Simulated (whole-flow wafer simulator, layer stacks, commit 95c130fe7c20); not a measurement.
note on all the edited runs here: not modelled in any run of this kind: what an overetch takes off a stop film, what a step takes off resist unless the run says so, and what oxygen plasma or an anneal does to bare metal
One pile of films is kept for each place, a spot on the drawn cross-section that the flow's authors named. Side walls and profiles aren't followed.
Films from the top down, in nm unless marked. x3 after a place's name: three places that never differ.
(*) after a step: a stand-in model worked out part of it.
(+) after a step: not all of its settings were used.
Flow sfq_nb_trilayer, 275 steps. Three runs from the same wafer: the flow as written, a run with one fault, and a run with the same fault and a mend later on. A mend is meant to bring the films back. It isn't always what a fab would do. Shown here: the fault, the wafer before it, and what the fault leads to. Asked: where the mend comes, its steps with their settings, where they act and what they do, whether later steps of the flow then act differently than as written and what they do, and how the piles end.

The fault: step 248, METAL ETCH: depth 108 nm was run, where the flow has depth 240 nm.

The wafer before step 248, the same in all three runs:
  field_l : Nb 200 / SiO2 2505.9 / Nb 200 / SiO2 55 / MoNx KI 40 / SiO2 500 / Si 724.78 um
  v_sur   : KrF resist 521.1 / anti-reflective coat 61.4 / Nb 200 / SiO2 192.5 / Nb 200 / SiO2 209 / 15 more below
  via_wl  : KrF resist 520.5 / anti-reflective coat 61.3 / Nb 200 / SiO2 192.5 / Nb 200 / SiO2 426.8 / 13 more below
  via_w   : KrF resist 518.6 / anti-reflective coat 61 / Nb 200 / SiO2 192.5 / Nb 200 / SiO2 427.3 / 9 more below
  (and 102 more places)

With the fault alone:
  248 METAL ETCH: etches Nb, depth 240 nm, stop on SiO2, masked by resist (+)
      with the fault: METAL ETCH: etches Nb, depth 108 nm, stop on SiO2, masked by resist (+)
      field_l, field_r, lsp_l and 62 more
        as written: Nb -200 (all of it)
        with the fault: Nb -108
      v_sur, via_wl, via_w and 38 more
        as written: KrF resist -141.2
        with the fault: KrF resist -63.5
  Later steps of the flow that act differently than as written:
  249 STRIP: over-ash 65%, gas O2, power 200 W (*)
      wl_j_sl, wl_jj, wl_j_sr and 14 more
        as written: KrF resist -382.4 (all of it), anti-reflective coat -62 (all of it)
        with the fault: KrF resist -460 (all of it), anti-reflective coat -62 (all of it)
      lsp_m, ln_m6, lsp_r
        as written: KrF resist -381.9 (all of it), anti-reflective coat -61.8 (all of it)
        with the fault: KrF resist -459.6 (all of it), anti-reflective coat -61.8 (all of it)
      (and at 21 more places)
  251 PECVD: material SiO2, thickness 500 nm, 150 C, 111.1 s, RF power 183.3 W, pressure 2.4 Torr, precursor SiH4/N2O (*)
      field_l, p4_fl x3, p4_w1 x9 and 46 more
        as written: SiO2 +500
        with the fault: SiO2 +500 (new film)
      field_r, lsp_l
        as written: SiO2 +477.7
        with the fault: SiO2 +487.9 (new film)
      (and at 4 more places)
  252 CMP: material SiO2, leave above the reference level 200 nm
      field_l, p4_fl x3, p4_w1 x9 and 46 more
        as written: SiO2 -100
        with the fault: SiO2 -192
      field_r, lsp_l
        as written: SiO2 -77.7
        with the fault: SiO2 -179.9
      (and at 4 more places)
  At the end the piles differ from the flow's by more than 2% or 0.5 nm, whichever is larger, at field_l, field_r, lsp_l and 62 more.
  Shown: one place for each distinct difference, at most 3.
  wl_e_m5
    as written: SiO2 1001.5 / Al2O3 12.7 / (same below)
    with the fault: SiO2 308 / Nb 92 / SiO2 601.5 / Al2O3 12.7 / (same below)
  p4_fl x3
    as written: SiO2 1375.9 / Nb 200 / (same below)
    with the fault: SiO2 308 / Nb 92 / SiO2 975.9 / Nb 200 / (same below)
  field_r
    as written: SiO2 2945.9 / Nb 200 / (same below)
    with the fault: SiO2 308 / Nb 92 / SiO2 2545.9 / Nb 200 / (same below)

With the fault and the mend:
  The mend comes after step 248.
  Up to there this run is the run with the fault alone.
  248a METAL ETCH: etches Nb, depth 132 nm, stop on SiO2, masked by resist (+) (the flow's step 248 once more, with other settings)
      field_l, field_r, lsp_l and 62 more
        Nb -92 (all of it)
      v_sur, via_wl, via_w and 38 more
        KrF resist -77.6
  No later step of the flow acts differently than as written at any place that is followed.
  At the end the piles are the same as the flow's at every place that both follow.
